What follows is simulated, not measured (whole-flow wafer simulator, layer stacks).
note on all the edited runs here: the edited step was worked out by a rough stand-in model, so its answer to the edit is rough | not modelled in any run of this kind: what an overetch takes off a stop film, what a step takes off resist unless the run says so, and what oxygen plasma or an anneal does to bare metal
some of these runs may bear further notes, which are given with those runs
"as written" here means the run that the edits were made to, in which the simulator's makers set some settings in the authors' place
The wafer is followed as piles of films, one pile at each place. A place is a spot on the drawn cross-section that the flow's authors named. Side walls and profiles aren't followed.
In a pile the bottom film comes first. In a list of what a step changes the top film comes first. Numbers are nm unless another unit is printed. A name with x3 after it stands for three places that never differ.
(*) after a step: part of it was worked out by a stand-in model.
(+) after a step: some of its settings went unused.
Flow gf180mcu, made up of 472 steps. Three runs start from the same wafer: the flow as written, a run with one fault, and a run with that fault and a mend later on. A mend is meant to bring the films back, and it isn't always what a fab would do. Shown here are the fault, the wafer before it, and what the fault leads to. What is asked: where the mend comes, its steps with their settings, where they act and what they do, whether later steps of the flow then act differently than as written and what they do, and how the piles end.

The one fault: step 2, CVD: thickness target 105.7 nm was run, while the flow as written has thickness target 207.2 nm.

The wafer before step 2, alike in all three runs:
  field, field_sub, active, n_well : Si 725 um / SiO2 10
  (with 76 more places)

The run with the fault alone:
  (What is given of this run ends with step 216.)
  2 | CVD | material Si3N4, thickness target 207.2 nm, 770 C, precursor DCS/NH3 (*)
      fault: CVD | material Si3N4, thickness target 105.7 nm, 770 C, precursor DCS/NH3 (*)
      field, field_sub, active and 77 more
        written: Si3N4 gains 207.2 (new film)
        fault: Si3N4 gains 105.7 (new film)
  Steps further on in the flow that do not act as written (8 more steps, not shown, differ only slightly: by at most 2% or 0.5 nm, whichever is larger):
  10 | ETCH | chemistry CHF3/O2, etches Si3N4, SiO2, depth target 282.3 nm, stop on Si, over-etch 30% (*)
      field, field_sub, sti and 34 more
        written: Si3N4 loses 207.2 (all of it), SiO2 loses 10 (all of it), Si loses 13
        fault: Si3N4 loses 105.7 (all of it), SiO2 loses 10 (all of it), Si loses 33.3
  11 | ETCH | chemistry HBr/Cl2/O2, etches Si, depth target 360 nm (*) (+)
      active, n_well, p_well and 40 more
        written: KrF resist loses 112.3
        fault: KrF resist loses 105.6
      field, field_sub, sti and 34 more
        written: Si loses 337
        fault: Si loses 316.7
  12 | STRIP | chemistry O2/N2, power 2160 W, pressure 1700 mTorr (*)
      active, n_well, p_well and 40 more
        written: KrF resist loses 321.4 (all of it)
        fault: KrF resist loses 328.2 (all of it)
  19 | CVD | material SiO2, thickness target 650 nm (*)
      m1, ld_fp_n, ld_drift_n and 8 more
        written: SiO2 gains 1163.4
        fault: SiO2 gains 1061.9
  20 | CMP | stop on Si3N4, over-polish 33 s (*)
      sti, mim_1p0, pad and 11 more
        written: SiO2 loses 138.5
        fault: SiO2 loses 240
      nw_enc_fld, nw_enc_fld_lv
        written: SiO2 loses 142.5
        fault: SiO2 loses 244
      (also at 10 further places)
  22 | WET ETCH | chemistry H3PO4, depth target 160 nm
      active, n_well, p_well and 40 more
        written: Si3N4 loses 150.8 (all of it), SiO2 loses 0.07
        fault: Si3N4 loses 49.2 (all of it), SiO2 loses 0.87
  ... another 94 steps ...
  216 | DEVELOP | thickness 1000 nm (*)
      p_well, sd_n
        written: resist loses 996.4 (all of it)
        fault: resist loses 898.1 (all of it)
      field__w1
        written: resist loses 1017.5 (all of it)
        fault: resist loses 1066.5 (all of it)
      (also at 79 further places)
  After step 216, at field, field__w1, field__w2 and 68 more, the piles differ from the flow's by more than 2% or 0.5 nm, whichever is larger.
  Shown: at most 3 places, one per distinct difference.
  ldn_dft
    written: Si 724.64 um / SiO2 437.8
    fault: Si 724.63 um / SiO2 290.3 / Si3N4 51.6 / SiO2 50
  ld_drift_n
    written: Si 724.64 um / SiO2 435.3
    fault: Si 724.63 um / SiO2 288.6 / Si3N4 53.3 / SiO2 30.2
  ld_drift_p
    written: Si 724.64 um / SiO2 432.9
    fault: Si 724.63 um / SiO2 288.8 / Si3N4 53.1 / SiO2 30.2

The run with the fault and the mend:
  The mend stands after step 2.
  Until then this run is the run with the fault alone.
  2a | CVD | material Si3N4, thickness target 101.5 nm, 770 C, precursor DCS/NH3 (*) (a further turn of the flow's step 2, with different settings)
      field, field_sub, active and 77 more
        Si3N4 gains 101.5
  None of the later steps of the flow acts differently than as written at any place that is followed.
  The piles end the same as the flow's at every place that both follow.
